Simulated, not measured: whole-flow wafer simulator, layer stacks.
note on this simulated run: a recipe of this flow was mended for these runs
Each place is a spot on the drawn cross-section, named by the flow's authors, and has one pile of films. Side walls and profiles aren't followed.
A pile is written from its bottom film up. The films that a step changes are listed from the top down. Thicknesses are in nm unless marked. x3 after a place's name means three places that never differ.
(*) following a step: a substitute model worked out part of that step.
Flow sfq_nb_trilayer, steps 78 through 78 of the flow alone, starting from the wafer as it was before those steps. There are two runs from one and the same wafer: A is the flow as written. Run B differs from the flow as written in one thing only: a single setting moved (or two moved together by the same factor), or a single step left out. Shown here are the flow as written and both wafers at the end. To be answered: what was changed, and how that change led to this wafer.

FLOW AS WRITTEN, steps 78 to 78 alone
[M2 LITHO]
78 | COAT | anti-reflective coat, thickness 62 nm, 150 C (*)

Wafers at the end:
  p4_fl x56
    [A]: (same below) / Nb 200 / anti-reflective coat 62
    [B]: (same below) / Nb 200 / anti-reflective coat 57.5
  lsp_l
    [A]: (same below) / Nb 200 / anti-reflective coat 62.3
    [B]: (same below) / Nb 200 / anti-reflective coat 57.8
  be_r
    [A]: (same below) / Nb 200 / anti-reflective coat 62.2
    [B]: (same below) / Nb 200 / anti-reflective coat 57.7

Cause: step 78, COAT: thickness 57.5 nm was run, though the flow has thickness 62 nm.
One can read it off the wafer: p4_fl x56 has anti-reflective coat 57.5, and step 78 as written asks for 62 nm.

How this came from the change, step by step:
  78 | COAT | anti-reflective coat, thickness 62 nm, 150 C (*)
      p4_fl x56, wl_j_sl x16, l0r_line_l x3, m0r_space_l x2: A anti-reflective coat gains 62 (new film) | B anti-reflective coat gains 57.5 (new film)
      lsp_l, ln_m5, lsp_m, ln_m6, lsp_r, l0_sur, l0v: A anti-reflective coat gains 62.3 (new film) | B anti-reflective coat gains 57.8 (new film)
      (also at 22 further places)
